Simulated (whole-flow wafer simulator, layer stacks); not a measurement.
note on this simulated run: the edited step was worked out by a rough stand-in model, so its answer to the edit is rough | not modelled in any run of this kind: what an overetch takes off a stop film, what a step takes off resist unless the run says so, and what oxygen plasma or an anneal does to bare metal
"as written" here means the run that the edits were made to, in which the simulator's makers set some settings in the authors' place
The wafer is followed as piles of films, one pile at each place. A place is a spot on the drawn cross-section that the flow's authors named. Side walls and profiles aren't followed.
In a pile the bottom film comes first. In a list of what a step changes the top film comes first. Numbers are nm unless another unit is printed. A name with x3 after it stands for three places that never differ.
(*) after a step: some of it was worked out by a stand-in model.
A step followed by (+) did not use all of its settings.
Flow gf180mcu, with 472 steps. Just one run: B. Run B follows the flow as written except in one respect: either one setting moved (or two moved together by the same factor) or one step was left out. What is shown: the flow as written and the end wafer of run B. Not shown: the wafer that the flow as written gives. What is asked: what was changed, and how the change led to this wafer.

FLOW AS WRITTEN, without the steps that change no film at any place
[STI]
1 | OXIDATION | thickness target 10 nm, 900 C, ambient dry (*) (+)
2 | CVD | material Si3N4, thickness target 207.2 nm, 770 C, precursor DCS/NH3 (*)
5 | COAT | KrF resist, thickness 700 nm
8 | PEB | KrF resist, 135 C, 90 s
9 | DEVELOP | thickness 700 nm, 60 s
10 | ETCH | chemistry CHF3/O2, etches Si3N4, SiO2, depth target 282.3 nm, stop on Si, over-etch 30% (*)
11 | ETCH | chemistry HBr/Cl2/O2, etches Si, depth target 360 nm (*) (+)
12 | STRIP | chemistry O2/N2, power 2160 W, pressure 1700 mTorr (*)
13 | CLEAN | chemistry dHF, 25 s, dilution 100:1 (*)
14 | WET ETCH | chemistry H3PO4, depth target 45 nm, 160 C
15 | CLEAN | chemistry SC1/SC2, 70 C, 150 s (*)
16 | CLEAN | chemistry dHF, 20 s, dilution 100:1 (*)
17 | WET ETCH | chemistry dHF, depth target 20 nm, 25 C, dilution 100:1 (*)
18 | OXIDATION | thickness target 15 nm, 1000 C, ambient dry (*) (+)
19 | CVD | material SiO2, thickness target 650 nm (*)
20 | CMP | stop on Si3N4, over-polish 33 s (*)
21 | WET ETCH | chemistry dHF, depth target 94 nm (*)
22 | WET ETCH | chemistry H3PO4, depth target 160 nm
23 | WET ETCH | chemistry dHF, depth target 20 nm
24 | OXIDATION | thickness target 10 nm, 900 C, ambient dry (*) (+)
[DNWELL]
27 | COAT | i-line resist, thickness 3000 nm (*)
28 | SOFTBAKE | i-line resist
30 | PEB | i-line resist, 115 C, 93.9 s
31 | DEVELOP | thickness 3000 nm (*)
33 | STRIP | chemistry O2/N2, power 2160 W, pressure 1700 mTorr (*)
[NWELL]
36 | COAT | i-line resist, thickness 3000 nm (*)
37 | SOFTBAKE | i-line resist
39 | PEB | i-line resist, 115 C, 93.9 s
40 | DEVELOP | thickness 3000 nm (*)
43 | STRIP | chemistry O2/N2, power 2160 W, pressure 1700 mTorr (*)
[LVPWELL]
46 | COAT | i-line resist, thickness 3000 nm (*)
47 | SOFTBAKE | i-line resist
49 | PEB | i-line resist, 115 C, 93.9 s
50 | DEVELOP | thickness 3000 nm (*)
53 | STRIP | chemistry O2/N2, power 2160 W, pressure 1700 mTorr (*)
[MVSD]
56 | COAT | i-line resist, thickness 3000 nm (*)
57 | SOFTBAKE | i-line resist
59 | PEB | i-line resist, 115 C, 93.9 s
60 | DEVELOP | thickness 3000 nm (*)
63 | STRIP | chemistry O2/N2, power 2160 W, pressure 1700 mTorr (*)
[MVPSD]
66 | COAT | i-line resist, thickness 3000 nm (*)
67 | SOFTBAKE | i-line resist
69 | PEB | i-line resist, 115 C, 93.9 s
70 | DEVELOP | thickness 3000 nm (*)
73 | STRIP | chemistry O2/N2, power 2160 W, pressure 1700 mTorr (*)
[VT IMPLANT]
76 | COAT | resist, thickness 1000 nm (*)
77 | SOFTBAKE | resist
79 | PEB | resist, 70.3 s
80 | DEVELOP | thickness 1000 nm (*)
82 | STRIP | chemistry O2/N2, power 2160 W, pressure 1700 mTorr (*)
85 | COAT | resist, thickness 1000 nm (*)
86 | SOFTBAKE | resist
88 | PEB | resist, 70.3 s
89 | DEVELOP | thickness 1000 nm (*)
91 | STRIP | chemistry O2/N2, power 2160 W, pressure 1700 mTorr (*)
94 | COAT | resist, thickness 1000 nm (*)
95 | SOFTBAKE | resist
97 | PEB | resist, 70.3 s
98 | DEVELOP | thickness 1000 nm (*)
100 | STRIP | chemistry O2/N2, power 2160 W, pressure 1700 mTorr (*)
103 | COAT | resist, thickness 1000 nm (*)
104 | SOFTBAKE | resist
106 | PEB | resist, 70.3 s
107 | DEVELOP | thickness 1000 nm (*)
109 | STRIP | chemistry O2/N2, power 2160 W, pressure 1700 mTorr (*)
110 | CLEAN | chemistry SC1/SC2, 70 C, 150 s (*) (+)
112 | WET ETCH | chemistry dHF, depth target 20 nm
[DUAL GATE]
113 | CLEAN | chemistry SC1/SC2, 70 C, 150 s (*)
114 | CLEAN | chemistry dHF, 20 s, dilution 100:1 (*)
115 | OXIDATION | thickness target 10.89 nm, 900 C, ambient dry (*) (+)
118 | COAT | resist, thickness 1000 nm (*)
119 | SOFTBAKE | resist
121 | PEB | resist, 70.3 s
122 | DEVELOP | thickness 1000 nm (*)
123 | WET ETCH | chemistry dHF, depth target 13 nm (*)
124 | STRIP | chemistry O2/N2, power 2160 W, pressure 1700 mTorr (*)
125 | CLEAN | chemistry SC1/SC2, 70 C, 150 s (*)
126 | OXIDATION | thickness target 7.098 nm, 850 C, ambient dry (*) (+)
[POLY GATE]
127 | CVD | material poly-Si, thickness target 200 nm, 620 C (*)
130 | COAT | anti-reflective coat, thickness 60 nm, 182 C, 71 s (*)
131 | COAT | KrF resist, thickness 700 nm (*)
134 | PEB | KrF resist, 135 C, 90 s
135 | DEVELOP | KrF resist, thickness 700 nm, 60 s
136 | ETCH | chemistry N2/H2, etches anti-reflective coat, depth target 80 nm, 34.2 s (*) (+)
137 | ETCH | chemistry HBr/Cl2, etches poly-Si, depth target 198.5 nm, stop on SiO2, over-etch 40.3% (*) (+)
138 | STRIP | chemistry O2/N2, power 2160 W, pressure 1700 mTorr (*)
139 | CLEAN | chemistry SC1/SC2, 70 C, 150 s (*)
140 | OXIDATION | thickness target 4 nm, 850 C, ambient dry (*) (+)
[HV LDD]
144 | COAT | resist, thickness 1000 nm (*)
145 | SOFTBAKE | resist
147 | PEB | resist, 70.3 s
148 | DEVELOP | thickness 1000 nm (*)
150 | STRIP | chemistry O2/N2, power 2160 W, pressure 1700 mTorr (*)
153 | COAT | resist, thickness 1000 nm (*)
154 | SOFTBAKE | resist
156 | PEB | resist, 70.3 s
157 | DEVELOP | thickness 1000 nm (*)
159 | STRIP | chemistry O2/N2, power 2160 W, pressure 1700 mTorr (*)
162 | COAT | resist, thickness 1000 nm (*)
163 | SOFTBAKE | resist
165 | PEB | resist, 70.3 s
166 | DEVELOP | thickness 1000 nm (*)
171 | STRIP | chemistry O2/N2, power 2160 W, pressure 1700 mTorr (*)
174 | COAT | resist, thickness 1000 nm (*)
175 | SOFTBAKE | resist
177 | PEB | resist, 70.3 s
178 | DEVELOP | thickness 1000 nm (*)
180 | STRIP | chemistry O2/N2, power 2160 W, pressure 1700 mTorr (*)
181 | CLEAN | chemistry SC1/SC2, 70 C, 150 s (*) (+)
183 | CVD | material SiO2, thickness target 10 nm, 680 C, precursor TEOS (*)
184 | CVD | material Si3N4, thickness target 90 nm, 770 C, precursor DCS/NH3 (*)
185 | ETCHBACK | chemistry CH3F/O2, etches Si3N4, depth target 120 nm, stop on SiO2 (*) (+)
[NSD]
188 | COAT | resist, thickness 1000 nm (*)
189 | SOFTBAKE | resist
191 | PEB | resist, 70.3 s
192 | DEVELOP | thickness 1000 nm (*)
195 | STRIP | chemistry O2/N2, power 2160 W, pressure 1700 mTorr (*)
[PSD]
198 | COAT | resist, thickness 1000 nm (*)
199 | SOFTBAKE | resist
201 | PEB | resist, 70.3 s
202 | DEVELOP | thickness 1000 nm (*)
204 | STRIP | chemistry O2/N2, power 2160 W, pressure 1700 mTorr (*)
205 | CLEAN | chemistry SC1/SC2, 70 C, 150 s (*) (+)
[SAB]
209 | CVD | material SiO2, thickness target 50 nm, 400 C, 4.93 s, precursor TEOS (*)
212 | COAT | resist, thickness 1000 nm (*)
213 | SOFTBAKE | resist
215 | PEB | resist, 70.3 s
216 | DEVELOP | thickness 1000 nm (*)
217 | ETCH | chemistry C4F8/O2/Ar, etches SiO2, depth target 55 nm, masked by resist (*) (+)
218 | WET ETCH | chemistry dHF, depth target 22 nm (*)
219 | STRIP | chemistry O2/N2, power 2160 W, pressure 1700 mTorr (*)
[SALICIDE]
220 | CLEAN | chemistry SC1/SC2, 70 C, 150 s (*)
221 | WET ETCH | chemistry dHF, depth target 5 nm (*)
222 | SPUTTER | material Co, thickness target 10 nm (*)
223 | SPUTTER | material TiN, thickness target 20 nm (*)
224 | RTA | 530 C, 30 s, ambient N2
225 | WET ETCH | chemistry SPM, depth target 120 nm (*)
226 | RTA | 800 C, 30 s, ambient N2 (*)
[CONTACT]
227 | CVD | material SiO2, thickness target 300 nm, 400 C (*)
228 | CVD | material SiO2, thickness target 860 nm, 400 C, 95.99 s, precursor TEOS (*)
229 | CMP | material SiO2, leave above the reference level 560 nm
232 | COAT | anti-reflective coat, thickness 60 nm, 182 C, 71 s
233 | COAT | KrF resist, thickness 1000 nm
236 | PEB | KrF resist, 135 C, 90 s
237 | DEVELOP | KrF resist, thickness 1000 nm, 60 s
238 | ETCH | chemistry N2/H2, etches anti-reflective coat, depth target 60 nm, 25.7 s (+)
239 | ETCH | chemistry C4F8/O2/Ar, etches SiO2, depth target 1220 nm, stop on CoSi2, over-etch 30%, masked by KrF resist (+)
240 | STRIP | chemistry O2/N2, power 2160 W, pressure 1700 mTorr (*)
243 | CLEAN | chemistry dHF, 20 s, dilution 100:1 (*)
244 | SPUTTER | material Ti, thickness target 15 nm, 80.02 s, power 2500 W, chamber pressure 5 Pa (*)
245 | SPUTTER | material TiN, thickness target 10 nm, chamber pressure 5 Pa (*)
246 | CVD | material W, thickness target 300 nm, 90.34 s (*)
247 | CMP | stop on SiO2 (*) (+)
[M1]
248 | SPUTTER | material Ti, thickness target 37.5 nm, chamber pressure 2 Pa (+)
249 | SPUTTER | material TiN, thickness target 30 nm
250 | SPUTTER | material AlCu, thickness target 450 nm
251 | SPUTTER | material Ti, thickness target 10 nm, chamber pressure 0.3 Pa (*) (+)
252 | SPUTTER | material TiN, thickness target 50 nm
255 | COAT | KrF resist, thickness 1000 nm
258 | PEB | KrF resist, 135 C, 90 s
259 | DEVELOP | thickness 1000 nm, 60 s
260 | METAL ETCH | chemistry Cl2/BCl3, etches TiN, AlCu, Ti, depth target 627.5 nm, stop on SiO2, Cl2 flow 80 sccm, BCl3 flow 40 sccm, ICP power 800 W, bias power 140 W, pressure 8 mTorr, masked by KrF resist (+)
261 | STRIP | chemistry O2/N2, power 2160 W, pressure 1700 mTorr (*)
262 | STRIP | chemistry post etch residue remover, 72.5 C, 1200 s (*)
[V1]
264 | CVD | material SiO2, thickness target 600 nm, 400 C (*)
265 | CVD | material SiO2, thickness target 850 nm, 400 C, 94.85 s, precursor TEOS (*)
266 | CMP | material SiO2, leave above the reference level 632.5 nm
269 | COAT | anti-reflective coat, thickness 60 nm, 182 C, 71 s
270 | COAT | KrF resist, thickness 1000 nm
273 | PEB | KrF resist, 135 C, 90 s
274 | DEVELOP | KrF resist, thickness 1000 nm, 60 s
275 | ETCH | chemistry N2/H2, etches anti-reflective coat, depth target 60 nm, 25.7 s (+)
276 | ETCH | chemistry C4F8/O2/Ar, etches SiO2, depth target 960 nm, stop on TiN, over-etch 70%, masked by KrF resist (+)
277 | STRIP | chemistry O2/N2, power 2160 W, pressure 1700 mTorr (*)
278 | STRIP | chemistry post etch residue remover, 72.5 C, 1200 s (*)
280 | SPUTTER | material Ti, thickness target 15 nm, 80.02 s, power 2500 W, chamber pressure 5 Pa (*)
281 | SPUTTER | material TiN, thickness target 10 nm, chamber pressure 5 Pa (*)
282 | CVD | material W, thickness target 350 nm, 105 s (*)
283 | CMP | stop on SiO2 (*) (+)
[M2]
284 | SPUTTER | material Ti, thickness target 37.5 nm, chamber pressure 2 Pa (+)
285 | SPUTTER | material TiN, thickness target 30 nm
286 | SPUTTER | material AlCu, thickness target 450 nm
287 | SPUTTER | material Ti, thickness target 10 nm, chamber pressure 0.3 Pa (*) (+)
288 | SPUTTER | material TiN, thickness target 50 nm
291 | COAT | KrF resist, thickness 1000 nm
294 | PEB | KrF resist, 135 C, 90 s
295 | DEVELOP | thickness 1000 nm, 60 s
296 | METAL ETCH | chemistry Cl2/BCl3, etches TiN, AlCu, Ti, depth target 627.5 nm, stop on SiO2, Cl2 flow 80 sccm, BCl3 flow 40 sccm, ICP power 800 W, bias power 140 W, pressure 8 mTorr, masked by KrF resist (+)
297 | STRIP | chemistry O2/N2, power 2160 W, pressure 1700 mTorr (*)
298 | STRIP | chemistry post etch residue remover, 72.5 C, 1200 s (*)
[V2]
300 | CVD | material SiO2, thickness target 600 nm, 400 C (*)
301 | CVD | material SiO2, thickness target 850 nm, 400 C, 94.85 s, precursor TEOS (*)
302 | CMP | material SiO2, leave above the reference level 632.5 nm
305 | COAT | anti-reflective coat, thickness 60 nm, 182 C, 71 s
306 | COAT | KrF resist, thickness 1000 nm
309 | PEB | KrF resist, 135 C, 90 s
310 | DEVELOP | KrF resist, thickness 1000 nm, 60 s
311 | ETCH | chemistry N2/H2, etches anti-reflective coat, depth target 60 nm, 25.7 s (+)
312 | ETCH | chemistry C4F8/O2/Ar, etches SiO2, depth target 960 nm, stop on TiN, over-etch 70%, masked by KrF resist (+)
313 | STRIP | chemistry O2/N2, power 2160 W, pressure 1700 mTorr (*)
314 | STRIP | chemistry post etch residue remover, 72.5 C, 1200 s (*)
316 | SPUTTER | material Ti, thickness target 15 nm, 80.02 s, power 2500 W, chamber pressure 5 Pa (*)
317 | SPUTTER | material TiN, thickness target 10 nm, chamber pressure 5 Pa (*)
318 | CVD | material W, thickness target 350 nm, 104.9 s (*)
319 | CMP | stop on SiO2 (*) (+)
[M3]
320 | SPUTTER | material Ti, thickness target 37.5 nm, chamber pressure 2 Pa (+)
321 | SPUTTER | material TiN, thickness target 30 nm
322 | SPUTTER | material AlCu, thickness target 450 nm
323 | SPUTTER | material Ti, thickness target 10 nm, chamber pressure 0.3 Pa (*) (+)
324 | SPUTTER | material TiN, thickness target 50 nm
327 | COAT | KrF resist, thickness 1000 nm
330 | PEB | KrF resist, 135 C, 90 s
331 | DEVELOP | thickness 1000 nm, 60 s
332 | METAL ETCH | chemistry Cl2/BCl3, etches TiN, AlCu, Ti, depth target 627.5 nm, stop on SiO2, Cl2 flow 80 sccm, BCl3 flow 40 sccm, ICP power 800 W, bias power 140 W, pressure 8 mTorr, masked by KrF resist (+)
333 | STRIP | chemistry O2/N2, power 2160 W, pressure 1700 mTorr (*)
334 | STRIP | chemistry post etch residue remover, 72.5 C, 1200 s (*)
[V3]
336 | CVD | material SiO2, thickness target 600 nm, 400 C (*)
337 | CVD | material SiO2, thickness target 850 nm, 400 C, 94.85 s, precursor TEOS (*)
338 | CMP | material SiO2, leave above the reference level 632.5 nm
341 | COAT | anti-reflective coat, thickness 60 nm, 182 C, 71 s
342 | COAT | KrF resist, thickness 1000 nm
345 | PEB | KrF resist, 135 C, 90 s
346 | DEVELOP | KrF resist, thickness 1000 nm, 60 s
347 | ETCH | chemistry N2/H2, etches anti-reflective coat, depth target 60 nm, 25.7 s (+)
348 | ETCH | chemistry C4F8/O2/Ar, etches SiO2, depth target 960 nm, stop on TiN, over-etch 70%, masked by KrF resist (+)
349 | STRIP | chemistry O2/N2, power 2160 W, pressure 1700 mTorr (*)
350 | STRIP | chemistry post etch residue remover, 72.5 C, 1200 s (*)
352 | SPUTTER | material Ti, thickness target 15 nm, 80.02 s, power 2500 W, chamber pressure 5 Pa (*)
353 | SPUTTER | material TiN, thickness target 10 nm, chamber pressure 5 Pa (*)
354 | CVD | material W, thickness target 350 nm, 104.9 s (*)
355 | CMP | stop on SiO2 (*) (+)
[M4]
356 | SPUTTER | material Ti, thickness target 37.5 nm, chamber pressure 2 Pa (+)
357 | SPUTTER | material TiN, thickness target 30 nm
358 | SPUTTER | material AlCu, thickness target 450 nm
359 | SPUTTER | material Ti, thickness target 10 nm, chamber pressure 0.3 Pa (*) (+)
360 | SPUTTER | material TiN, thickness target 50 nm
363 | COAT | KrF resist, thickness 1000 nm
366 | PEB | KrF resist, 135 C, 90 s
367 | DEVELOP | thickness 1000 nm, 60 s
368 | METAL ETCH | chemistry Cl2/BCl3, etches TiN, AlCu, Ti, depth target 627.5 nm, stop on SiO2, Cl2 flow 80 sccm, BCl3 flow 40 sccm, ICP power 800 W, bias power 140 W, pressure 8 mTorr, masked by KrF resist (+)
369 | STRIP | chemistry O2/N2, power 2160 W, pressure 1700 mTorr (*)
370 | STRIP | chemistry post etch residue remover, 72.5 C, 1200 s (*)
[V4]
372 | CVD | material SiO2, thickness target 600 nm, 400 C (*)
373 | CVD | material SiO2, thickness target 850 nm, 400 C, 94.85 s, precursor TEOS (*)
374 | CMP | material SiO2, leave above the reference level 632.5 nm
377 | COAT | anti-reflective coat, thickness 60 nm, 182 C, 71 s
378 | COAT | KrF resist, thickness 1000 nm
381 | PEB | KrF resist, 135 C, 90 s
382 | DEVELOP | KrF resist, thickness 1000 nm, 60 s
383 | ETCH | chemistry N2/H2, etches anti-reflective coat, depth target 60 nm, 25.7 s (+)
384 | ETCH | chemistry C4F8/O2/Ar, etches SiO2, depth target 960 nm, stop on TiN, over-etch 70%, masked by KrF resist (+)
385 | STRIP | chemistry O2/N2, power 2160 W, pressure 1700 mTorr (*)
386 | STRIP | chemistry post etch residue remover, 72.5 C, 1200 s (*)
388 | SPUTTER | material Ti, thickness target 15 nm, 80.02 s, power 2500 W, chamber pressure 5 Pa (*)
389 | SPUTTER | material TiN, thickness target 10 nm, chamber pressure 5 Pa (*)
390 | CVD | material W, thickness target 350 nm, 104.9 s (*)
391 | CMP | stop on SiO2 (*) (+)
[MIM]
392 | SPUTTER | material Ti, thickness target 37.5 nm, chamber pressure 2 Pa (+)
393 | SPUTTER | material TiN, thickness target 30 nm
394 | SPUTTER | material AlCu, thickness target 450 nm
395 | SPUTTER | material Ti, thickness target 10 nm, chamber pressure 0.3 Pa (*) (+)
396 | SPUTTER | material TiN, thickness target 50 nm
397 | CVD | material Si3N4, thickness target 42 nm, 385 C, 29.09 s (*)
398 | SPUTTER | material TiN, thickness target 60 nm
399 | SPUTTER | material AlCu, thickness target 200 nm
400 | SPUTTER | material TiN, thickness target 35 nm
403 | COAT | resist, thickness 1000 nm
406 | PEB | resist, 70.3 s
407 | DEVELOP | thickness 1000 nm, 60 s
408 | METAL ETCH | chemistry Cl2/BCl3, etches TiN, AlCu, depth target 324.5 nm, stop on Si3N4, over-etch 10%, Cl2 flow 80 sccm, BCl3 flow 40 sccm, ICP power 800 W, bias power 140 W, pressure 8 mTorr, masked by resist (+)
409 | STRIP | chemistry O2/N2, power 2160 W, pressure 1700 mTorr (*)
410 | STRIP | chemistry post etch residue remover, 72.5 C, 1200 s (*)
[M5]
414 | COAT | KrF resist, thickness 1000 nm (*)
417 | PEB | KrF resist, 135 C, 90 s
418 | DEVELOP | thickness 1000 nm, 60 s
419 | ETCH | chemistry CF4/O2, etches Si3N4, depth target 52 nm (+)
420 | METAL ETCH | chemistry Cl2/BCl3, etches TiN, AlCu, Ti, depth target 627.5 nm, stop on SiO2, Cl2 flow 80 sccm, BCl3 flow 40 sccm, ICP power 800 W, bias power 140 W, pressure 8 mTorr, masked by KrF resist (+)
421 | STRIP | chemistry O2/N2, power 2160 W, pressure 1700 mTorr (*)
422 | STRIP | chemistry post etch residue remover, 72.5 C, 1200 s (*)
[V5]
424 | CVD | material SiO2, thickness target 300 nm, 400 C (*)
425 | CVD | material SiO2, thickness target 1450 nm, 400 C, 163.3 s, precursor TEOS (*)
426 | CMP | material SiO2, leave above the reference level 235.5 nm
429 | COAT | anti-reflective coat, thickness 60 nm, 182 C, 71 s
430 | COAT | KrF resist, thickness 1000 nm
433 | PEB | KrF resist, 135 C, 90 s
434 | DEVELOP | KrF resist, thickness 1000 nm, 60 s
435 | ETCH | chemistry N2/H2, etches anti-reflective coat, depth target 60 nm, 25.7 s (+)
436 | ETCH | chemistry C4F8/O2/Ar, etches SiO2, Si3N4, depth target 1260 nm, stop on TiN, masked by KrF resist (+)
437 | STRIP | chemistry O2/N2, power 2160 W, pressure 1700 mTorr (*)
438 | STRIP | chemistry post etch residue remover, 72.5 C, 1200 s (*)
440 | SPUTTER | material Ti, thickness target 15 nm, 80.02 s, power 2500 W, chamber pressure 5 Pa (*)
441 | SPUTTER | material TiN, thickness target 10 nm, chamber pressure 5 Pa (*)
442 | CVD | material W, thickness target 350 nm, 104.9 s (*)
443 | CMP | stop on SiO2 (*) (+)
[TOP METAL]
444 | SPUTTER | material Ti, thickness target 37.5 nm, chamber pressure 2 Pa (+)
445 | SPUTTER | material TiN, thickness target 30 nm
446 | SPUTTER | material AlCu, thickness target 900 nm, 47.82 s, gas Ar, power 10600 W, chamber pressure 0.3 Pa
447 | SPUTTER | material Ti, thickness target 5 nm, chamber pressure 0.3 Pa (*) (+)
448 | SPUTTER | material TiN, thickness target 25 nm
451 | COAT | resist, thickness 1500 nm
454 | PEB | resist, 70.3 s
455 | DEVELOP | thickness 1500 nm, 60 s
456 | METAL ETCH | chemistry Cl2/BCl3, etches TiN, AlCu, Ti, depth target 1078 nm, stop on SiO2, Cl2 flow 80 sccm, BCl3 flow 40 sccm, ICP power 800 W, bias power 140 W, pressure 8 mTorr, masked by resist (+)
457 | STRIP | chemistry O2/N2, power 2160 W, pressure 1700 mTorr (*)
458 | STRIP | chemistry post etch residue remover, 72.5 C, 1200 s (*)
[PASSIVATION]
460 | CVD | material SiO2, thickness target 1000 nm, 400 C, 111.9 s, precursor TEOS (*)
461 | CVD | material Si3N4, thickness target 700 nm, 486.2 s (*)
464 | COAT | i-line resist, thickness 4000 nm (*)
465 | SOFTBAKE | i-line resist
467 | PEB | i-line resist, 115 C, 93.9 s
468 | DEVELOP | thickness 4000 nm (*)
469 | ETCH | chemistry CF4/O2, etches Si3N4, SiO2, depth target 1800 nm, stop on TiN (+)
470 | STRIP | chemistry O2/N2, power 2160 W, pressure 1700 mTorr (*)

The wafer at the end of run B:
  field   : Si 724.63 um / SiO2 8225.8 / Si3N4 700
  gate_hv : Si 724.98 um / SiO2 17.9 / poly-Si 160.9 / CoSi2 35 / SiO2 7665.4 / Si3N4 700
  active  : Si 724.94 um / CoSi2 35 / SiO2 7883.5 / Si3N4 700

What caused this: step 126, OXIDATION: thickness target 11.29 nm was run, though the flow has thickness target 7.098 nm.

Step by step, how the change led to this:
  126 | OXIDATION | thickness target 7.098 nm, 850 C, ambient dry (*) (+)
      gate_hv, active_hv, active_nat and 25 more: SiO2 gains 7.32, Si loses 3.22 (it would be, as written: SiO2 gains 3.72, Si loses 1.64)
      active, n_well, p_well and 12 more: SiO2 gains 11.3 (new film), chemical SiO2 loses 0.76 (all of it), Si loses 4.63 (it would be, as written: SiO2 gains 7.1 (new film), chemical SiO2 loses 0.76 (all of it), Si loses 2.79)
      (also at 49 further places)
  130 | COAT | anti-reflective coat, thickness 60 nm, 182 C, 71 s (*)
      p_well, spacer, sd_n: anti-reflective coat gains 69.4 (new film) (it would be, as written: anti-reflective coat gains 70.9 (new film))
      field_sub__w5: anti-reflective coat gains 48.3 (new film) (it would be, as written: anti-reflective coat gains 47.3 (new film))
      (also at 2 further places)
  136 | ETCH | chemistry N2/H2, etches anti-reflective coat, depth target 80 nm, 34.2 s (*) (+)
      p_well, spacer, sd_n: anti-reflective coat loses 69.4 (all of it), poly-Si loses 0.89 (it would be, as written: anti-reflective coat loses 70.9 (all of it), poly-Si loses 0.85)
      field_sub__w5: anti-reflective coat loses 48.3 (all of it), poly-Si loses 1.43 (it would be, as written: anti-reflective coat loses 47.3 (all of it), poly-Si loses 1.45)
      (also at 2 further places)
  189 | SOFTBAKE | resist
      active_hv: resist loses 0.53 (it would be, as written: resist gains 2.68)
      nw_enc_fld_lv__w3: resist loses 1.61 (it would be, as written: resist gains 2.11)
      (also at 1 further place)
  199 | SOFTBAKE | resist
      active_hv: resist loses 0.53 (it would be, as written: resist gains 2.68)
      nw_enc_fld_lv__w3: resist loses 1.61 (it would be, as written: resist gains 2.11)
      (also at 1 further place)
  218 | WET ETCH | chemistry dHF, depth target 22 nm (*)
      active, p_well, sd_n, iso_ptap_pw, iso_ntap_nw, iso_ptap_sub, vpnp_e: SiO2 loses 13 (all of it) (it would be, as written: SiO2 loses 9.01 (all of it))
      ldn_tap, ldn_src, ldn_drn, ldp_tap, ldp_src, ldp_drn, ldp_gr: SiO2 loses 19.4 (all of it) (it would be, as written: SiO2 loses 16 (all of it))
      (also at 9 further places)
